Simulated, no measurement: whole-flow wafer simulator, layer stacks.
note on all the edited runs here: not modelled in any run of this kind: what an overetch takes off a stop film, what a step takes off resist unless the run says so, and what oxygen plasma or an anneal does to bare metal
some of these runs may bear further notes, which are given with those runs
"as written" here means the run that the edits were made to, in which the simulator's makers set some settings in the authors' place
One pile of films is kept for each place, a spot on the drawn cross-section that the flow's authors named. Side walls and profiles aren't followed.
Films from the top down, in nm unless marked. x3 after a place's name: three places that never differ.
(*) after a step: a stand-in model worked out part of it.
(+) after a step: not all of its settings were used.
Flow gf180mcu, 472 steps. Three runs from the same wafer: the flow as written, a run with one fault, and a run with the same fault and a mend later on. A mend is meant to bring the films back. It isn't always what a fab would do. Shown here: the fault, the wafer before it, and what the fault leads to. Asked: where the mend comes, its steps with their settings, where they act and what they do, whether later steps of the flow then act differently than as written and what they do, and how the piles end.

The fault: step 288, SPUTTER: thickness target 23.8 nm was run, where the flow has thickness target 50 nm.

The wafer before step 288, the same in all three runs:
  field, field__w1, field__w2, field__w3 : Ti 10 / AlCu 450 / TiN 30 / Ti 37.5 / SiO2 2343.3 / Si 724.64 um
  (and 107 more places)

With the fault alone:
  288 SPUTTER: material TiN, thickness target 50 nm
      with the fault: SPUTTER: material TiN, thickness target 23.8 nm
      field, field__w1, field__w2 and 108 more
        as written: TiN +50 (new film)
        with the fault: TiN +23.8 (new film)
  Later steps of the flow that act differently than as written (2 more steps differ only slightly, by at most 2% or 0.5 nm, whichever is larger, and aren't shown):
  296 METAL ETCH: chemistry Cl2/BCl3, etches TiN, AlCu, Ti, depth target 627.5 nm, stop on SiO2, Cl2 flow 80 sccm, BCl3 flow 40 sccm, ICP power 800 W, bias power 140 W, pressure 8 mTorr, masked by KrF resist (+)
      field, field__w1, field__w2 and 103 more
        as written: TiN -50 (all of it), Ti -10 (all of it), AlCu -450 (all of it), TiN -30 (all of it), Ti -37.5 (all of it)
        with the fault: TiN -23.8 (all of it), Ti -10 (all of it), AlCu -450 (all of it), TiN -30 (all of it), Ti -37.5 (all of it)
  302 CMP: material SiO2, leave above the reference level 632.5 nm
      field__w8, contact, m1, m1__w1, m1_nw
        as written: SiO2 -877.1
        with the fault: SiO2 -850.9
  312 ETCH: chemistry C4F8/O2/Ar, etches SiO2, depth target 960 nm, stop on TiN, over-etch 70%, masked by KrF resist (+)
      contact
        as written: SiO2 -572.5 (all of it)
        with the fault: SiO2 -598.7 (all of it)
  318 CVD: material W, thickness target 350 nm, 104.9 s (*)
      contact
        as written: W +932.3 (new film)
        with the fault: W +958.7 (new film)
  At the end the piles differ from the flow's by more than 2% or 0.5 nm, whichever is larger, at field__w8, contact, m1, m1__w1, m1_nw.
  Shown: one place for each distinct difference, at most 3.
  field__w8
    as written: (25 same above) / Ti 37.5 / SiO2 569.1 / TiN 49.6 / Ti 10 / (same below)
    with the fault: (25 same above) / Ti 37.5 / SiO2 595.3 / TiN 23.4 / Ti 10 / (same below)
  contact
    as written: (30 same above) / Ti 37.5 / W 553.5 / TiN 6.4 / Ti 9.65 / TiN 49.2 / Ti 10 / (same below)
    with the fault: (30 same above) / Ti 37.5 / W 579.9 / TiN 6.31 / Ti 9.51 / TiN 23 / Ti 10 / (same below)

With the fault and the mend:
  The mend comes after step 295.
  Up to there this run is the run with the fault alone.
  295a STRIP: chemistry O2/N2, power 2160 W, pressure 1700 mTorr (*)
      field__w8, contact, m1, m1__w1, m1_nw
        KrF resist -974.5 (all of it)
  295b SPUTTER: material TiN, thickness target 26.2 nm (the flow's step 288 once more, with other settings)
      field, field__w1, field__w2 and 108 more
        TiN +26.2
  295c HMDS: 120 C, 60 s (the flow's step 290 once more)
      changes no film at any place that is followed
  295d COAT: KrF resist, thickness 1000 nm (the flow's step 291 once more)
      field, field__w1, field__w2 and 108 more
        KrF resist +1000 (new film)
  295e SOFTBAKE: KrF resist (the flow's step 292 once more)
      changes no film at any place that is followed
  295f EXPOSE: photomask Metal2 (the flow's step 293 once more)
      changes no film at any place that is followed
  295g PEB: KrF resist, 135 C, 90 s (the flow's step 294 once more)
      field, field__w1, field__w2 and 108 more
        KrF resist -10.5
  295h DEVELOP: thickness 1000 nm, 60 s (the flow's step 295 once more)
      field, field__w1, field__w2 and 103 more
        KrF resist -989.5 (all of it)
      field__w8, contact, m1, m1__w1, m1_nw
        KrF resist -14.9
  No later step of the flow acts differently than as written at any place that is followed.
  At the end the piles are the same as the flow's at every place that both follow.
